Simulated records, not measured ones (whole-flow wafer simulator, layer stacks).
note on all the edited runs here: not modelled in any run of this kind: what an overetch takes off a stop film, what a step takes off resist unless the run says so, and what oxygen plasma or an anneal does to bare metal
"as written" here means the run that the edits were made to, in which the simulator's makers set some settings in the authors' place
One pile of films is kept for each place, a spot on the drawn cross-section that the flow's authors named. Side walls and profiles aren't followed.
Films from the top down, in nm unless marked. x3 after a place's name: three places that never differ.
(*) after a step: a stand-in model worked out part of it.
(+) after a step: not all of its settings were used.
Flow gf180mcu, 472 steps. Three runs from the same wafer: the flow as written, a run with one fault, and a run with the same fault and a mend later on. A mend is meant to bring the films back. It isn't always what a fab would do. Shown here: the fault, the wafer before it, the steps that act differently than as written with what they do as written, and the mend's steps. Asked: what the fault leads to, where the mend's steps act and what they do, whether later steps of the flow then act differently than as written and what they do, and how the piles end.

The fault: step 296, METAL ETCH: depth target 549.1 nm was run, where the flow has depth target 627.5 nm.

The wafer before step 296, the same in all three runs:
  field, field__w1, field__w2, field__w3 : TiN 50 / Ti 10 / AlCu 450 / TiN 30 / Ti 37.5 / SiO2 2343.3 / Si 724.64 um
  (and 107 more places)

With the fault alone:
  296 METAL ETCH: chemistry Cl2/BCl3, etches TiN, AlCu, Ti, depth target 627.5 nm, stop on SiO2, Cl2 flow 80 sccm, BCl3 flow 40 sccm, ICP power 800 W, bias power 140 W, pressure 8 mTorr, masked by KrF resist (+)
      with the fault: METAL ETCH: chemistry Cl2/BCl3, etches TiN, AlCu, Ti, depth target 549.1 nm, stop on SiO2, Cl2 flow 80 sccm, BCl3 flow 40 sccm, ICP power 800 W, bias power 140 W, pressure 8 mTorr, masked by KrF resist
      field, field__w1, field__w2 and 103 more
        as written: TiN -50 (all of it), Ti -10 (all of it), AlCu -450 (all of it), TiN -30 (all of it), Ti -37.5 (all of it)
        with the fault: TiN -50 (all of it), Ti -10 (all of it), AlCu -450 (all of it), TiN -30 (all of it), Ti -9.1
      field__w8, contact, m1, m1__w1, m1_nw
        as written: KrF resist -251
        with the fault: KrF resist -219.6
  Later steps of the flow that act differently than as written:
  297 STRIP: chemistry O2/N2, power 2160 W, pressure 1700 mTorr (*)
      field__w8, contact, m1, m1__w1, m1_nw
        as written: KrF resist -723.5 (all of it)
        with the fault: KrF resist -754.9 (all of it)
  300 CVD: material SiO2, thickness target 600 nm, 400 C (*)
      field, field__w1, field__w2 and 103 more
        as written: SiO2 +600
        with the fault: SiO2 +600 (new film)
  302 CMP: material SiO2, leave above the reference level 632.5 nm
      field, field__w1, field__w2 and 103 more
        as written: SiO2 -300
        with the fault: SiO2 -328.4
  At the end the piles differ from the flow's by more than 2% or 0.5 nm, whichever is larger, at field, field__w1, field__w2 and 104 more.
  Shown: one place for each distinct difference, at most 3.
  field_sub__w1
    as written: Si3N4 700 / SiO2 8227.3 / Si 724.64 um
    with the fault: Si3N4 700 / SiO2 5855.6 / Ti 28.4 / SiO2 2343.2 / Si 724.64 um
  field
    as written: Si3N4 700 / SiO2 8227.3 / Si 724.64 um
    with the fault: Si3N4 700 / SiO2 5855.6 / Ti 28.4 / SiO2 2343.3 / Si 724.64 um
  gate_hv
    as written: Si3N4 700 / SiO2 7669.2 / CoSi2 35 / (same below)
    with the fault: Si3N4 700 / SiO2 5855.6 / Ti 28.4 / SiO2 1785.1 / CoSi2 35 / (same below)

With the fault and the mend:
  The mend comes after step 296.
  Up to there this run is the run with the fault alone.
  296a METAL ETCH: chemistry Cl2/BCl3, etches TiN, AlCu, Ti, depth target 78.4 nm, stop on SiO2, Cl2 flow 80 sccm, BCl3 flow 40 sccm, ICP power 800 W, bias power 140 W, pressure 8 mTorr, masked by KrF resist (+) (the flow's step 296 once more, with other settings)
      field, field__w1, field__w2 and 103 more
        Ti -28.4 (all of it)
      field__w8, contact, m1, m1__w1, m1_nw
        KrF resist -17
  No later step of the flow acts differently than as written, at any place that is followed, by more than 2% or 0.5 nm, whichever is larger.
  At the end the piles are the same as the flow's at every place that both follow.
